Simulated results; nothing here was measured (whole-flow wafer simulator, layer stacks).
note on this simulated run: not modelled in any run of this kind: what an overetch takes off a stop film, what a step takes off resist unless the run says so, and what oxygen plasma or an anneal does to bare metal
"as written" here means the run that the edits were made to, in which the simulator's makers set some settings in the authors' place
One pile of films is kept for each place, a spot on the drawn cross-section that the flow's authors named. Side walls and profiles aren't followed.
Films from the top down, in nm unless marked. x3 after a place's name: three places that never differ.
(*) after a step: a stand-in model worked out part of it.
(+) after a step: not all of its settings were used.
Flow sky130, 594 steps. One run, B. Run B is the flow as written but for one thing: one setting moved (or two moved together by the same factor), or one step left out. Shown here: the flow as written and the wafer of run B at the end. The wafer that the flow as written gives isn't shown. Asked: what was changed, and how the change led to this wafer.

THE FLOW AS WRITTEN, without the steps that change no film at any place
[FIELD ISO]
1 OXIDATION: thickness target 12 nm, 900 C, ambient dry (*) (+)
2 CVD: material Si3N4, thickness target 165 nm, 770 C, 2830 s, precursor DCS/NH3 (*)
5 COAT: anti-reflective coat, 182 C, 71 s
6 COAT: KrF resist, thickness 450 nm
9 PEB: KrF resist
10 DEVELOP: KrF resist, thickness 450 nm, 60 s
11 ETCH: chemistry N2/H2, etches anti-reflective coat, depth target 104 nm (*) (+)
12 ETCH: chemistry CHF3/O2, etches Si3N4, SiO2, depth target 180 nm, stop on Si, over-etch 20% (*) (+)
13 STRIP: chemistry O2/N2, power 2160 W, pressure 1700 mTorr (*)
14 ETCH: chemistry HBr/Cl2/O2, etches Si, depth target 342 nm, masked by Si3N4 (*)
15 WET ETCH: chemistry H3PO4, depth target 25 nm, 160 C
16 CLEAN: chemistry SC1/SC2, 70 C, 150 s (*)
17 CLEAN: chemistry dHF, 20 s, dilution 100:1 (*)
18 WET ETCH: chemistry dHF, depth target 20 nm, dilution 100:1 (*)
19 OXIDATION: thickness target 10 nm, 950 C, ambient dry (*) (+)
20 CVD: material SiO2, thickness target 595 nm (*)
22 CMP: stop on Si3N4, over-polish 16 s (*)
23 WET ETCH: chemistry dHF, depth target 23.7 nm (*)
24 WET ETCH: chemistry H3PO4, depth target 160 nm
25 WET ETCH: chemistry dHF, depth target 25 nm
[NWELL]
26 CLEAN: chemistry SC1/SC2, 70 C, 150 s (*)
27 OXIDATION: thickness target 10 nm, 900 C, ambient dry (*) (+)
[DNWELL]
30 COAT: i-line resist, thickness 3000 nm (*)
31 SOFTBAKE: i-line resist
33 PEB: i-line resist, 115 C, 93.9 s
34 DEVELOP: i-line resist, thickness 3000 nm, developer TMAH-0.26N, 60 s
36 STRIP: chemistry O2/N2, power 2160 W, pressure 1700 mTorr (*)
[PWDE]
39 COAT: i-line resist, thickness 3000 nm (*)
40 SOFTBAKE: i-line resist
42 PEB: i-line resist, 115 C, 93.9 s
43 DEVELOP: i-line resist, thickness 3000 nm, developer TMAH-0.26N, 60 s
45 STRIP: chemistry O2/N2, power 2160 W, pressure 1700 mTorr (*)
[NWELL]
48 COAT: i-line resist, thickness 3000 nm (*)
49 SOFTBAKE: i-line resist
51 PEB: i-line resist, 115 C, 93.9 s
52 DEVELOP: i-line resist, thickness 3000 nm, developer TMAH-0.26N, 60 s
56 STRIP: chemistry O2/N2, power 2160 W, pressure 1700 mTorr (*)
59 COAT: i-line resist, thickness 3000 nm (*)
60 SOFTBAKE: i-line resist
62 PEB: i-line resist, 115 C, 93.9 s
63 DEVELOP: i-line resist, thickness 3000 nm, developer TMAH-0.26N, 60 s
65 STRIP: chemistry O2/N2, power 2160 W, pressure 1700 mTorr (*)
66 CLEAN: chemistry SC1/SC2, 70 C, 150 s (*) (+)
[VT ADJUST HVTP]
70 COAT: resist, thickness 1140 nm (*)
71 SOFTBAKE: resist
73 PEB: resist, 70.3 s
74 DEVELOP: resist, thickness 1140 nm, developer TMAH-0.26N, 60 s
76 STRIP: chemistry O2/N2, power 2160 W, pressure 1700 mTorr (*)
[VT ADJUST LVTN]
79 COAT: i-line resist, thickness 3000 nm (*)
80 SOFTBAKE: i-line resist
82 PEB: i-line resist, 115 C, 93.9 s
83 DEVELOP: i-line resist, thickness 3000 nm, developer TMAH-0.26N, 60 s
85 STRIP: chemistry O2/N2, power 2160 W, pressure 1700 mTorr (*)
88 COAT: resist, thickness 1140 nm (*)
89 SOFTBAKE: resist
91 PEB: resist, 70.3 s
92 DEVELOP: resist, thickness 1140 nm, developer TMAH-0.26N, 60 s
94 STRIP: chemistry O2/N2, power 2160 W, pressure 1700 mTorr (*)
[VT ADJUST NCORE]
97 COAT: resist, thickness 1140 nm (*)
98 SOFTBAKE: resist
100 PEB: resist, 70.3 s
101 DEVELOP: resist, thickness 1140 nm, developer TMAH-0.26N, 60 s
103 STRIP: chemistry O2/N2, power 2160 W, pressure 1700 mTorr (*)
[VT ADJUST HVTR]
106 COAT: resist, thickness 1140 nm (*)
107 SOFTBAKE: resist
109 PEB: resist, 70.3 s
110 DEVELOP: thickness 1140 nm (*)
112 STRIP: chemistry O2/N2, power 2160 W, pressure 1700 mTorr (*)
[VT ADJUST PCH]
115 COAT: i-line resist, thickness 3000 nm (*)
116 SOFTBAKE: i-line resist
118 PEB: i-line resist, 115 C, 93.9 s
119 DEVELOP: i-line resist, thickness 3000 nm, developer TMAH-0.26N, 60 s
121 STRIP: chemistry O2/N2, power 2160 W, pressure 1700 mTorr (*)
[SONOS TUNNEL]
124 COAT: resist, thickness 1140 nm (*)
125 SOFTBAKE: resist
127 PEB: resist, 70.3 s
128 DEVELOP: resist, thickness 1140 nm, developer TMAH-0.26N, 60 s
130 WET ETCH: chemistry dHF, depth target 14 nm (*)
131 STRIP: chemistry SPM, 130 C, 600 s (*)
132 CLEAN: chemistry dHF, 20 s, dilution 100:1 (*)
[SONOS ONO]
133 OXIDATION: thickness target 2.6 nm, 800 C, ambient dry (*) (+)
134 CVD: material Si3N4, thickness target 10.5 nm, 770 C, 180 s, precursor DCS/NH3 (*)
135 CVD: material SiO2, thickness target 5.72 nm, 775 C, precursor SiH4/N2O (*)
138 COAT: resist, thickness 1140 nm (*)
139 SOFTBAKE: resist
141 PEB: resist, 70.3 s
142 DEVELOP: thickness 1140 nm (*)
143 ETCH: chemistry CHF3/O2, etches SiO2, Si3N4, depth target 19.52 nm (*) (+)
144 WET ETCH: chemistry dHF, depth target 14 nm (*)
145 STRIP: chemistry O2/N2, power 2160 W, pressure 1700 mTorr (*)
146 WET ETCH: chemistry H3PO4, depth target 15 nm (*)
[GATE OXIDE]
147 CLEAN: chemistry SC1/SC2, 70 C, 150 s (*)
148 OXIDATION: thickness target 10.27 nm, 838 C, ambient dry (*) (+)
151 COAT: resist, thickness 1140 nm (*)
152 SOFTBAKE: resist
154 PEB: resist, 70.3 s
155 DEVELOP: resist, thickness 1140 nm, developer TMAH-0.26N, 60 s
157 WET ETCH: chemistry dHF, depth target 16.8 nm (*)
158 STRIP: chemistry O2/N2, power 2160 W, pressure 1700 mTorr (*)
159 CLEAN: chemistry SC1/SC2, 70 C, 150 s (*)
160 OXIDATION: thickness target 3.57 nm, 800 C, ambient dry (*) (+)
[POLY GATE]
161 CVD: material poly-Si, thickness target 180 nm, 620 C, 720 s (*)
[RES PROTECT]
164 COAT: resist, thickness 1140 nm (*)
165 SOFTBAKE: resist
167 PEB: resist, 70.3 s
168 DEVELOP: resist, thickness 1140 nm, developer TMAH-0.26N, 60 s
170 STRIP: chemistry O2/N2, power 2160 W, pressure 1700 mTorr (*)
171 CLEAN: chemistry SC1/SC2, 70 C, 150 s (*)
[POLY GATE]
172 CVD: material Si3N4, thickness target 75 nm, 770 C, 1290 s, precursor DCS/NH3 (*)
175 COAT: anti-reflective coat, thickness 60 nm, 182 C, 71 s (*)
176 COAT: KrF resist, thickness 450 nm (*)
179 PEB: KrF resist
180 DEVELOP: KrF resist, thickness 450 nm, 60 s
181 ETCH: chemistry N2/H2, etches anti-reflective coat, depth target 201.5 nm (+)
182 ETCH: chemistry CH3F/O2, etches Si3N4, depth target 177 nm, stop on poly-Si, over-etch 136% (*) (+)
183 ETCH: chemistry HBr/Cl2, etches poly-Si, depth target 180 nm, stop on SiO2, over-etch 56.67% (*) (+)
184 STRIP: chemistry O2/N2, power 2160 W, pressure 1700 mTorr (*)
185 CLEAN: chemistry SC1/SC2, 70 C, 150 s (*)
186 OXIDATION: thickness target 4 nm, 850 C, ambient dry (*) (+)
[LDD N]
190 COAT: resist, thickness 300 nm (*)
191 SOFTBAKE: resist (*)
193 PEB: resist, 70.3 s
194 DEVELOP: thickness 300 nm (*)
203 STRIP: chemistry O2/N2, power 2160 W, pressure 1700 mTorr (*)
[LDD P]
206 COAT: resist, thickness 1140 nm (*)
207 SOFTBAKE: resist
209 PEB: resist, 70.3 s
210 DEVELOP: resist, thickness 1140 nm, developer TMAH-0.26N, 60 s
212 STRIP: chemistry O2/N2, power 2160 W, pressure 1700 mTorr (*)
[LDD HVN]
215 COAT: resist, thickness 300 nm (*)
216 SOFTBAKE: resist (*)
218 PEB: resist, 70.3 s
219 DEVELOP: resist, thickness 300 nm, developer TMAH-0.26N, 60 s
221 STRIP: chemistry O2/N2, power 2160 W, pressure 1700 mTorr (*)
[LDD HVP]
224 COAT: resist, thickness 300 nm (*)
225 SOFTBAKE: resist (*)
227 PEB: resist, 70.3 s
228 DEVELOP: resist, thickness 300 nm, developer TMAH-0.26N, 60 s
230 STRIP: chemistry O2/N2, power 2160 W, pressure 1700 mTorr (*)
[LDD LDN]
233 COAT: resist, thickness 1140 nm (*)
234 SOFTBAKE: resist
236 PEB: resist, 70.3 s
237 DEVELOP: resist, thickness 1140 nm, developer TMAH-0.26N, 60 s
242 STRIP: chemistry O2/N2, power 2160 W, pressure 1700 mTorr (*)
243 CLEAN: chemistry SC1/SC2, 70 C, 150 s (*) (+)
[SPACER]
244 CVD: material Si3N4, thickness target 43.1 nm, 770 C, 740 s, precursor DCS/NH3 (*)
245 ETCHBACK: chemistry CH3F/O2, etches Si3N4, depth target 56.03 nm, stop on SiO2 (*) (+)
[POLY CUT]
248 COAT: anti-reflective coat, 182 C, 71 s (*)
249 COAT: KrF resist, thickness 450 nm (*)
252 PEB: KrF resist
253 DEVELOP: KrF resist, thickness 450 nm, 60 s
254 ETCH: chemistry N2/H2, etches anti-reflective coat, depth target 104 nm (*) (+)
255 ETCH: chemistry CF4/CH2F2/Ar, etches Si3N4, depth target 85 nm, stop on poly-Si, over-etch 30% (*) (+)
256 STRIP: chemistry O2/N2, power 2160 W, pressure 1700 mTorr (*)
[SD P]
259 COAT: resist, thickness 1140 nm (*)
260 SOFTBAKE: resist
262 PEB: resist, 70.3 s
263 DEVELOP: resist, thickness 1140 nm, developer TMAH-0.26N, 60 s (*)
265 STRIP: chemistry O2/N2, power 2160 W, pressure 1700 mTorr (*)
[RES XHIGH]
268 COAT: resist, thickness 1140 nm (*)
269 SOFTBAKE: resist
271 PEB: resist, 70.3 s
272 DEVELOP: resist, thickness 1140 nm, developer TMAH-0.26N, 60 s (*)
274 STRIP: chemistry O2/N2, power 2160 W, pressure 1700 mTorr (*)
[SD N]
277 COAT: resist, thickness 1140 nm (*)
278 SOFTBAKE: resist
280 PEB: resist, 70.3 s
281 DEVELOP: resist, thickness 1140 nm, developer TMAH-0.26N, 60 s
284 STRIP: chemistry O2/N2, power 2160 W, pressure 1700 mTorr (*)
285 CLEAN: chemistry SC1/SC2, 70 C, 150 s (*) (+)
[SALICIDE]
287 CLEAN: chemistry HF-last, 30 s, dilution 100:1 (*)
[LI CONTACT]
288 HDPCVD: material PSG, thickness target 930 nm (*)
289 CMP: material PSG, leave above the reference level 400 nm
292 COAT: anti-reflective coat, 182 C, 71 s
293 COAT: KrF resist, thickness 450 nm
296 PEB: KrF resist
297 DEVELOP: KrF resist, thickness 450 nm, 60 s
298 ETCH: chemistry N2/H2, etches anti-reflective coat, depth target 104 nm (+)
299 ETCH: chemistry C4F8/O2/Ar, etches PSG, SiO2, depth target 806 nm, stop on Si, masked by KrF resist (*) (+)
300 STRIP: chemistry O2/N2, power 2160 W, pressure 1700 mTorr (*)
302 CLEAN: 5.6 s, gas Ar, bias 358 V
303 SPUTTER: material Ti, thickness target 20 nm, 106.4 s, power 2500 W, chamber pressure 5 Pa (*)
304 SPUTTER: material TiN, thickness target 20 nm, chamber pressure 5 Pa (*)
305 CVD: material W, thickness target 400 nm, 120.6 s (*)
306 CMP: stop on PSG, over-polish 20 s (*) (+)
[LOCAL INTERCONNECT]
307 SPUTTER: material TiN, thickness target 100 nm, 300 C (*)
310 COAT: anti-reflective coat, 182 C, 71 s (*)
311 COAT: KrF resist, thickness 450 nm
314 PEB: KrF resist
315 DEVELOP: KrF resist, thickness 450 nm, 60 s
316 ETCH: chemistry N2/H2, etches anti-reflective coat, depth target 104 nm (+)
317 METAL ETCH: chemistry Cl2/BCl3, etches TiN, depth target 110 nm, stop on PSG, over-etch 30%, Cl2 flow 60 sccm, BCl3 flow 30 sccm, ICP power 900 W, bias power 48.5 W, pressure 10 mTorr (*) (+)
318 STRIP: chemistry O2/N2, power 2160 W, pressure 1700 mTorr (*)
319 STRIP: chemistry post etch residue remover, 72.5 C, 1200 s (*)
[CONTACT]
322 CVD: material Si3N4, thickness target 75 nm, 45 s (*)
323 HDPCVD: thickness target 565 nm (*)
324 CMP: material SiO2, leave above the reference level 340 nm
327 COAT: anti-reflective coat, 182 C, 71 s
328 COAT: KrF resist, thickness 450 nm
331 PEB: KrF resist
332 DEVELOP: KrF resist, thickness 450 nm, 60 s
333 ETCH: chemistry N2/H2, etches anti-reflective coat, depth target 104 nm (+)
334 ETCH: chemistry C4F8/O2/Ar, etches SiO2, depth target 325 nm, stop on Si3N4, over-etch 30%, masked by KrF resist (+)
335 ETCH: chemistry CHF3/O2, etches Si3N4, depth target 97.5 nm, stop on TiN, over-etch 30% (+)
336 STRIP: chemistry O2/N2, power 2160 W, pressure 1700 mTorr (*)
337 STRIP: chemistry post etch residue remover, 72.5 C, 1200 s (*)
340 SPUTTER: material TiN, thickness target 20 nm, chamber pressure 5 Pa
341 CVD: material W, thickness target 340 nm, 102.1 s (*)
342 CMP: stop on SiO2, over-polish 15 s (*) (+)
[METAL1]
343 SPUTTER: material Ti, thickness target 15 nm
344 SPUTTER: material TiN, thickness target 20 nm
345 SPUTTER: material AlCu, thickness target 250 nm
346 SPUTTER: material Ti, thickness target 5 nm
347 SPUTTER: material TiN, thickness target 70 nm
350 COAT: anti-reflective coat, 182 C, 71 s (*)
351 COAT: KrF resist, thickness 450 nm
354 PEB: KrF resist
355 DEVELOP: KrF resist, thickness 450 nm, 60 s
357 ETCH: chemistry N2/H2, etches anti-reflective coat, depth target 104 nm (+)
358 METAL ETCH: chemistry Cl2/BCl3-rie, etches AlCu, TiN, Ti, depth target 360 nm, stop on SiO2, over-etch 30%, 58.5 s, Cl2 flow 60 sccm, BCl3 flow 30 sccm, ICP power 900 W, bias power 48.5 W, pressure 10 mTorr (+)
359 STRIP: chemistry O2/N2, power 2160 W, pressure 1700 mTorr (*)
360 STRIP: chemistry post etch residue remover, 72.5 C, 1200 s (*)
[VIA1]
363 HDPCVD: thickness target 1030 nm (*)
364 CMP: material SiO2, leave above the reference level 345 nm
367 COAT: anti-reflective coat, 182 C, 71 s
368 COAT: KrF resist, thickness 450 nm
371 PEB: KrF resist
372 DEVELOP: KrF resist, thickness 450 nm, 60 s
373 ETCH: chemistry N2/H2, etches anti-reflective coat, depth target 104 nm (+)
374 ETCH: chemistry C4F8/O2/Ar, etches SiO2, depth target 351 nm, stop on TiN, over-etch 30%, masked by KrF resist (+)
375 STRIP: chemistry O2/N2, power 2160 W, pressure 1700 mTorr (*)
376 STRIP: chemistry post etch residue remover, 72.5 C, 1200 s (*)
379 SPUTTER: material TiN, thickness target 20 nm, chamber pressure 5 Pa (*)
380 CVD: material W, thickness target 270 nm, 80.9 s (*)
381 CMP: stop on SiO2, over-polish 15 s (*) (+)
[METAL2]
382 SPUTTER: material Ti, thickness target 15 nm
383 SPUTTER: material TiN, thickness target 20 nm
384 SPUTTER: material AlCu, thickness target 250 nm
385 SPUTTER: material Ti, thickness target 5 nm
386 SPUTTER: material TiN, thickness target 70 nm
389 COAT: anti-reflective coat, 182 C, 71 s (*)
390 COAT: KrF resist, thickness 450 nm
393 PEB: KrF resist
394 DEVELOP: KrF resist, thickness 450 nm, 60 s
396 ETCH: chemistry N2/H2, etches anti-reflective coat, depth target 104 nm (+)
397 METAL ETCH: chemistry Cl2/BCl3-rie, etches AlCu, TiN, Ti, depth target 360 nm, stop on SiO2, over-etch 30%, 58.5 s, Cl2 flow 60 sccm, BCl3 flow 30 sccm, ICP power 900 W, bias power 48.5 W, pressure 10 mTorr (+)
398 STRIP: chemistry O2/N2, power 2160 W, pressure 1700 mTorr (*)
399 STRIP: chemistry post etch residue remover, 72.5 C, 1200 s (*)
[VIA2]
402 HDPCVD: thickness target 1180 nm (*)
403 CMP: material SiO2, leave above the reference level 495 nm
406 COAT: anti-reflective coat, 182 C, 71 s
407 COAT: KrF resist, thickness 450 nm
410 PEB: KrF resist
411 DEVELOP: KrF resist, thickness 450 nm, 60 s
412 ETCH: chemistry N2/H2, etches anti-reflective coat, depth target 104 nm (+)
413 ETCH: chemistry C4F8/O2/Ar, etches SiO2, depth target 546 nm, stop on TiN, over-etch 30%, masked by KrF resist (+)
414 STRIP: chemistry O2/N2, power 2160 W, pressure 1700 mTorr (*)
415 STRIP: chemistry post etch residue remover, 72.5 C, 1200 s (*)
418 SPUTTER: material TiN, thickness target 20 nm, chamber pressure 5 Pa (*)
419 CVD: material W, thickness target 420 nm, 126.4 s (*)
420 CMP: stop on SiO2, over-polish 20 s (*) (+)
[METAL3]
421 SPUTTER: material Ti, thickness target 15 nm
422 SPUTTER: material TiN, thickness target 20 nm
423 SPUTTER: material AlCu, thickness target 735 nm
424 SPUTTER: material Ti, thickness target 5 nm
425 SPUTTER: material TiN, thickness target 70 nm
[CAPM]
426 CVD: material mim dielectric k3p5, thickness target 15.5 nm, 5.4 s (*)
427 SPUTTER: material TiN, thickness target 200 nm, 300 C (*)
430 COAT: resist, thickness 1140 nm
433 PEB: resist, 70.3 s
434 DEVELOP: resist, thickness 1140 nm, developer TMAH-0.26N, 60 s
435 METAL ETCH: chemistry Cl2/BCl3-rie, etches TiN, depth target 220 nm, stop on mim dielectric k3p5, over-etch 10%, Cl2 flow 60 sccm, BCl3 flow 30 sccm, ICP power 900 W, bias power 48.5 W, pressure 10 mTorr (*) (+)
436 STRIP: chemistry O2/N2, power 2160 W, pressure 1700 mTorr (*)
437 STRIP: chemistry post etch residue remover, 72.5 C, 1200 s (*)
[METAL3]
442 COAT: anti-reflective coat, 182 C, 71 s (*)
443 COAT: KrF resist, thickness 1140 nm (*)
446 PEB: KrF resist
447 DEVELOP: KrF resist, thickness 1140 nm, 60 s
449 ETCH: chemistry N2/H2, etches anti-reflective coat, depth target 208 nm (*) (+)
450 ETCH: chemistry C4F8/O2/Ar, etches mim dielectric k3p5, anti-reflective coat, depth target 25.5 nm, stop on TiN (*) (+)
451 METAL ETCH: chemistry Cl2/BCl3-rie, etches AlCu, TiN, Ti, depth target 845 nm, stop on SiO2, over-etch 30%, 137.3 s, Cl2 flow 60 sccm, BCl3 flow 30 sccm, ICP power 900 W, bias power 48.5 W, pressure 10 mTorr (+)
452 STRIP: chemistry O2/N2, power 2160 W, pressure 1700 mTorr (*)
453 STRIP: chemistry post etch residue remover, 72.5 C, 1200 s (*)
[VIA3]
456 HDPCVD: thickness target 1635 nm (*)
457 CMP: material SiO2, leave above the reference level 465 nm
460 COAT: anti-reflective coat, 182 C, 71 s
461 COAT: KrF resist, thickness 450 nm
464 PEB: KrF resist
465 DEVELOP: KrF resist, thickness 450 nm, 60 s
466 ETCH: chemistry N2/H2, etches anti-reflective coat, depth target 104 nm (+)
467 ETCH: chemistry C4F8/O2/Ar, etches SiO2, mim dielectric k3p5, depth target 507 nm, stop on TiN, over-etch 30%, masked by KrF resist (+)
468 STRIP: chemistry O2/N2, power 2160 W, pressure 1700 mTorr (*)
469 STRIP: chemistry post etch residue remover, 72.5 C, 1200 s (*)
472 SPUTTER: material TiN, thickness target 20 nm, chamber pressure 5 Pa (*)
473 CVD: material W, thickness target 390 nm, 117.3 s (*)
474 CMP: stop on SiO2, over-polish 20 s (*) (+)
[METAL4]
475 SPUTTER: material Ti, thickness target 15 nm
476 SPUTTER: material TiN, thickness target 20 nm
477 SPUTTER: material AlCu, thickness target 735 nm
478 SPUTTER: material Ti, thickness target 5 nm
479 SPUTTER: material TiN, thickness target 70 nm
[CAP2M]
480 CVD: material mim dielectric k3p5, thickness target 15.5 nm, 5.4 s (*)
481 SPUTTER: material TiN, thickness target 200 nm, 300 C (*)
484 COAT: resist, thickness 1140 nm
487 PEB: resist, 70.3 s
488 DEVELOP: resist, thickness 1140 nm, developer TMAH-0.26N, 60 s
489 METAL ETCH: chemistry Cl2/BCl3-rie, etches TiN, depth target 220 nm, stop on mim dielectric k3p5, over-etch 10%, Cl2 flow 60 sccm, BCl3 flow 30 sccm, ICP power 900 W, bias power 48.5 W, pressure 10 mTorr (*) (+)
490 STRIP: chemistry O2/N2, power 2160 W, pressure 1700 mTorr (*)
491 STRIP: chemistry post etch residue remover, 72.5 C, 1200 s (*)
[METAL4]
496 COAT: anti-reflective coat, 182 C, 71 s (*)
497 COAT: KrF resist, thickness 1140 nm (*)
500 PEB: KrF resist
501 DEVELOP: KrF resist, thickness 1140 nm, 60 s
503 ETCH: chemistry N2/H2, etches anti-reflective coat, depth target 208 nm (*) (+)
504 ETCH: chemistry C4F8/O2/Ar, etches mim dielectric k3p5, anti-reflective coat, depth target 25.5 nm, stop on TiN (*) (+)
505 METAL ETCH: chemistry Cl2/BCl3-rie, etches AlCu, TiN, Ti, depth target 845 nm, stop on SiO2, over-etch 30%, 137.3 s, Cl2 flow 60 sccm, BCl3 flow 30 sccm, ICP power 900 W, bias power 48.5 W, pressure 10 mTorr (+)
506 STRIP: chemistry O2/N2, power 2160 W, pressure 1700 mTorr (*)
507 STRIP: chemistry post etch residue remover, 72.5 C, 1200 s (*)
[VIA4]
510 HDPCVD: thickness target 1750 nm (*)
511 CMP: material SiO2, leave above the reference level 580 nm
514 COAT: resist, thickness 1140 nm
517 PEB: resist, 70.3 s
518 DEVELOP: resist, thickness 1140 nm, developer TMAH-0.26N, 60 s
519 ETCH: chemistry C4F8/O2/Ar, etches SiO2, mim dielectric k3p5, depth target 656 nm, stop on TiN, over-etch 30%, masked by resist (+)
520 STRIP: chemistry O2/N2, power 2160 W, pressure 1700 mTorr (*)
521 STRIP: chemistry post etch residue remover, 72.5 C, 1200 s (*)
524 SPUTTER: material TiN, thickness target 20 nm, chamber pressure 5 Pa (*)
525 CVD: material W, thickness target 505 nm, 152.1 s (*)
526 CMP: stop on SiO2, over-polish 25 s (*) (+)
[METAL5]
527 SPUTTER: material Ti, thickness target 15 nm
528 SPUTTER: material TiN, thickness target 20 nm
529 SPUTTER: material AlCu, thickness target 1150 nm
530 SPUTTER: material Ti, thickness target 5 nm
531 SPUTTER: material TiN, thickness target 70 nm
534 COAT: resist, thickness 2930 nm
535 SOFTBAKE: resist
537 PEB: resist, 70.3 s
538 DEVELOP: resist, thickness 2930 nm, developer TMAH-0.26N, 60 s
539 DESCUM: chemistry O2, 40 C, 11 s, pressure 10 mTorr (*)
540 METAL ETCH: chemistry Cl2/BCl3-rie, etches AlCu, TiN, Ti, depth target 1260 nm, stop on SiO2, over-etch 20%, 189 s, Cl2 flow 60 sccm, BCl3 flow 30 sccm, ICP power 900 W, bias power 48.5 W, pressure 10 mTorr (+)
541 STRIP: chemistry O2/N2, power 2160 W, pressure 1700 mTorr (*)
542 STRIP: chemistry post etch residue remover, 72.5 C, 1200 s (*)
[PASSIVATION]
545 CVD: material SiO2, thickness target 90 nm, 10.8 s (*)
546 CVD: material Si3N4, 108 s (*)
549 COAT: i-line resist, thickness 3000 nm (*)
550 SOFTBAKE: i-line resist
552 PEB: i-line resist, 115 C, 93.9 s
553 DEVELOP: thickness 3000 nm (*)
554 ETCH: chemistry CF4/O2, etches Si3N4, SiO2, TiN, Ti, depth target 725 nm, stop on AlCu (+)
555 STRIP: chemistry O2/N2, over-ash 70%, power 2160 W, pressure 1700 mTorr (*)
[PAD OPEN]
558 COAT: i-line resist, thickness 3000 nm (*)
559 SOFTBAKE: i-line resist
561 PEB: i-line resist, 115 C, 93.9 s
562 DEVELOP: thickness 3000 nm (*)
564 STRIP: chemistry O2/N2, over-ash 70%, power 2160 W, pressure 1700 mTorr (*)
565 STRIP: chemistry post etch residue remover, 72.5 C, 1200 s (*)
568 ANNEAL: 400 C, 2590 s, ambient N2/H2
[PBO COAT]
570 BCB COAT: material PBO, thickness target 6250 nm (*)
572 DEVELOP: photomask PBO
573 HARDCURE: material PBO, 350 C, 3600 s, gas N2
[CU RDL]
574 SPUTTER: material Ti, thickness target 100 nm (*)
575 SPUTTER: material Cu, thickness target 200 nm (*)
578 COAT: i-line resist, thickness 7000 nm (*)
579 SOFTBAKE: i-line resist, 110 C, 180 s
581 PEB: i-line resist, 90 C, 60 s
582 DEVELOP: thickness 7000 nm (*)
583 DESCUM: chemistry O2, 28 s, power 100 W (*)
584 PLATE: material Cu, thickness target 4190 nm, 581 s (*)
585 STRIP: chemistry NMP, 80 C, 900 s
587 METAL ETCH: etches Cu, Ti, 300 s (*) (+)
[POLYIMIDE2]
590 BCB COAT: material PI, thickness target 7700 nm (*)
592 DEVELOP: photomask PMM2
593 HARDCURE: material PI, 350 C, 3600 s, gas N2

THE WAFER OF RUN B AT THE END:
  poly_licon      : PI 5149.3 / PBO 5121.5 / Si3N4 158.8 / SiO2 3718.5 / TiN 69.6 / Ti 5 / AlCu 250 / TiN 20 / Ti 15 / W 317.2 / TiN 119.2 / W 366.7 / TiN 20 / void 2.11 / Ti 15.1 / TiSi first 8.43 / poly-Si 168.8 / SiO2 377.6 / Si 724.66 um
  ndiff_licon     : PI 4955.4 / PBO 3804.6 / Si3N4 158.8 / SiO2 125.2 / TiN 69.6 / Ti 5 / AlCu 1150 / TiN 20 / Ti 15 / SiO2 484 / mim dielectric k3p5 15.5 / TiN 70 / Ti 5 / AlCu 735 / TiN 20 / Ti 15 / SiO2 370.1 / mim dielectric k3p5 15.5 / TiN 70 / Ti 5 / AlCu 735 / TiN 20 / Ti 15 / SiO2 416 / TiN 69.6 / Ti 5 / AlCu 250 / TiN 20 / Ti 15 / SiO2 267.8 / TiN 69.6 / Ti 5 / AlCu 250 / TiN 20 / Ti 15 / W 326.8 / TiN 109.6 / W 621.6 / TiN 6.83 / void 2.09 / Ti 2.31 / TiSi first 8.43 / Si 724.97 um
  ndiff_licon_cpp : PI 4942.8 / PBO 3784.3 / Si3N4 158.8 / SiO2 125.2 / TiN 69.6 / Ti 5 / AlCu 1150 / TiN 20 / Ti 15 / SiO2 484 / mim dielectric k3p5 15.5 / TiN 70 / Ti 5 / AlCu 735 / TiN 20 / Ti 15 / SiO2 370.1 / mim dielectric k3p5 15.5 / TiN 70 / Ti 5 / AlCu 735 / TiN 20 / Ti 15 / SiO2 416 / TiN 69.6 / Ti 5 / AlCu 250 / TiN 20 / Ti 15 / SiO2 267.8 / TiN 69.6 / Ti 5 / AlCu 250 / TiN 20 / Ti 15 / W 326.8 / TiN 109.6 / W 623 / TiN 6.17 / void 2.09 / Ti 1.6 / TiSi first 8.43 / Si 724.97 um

The cause: step 573, HARDCURE: 385 C was run, where the flow has 350 C.

How the change led to this, step by step:
  573 HARDCURE: material PBO, 350 C, 3600 s, gas N2
      poly_licon, rpo_hd_licon: PBO -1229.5, void +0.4, Ti -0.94, TiSi first +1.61, poly-Si -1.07 (as written it would be: PBO -1229.5, void +0.07, Ti -0.17, TiSi first +0.3, poly-Si -0.2)
      ndiff_licon: PBO -1235.4, void +0.4, Ti -0.94, TiSi first +1.61, Si -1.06 (as written it would be: PBO -1235.4, void +0.07, Ti -0.17, TiSi first +0.3, Si -0.2)
      (and at 1 more place)
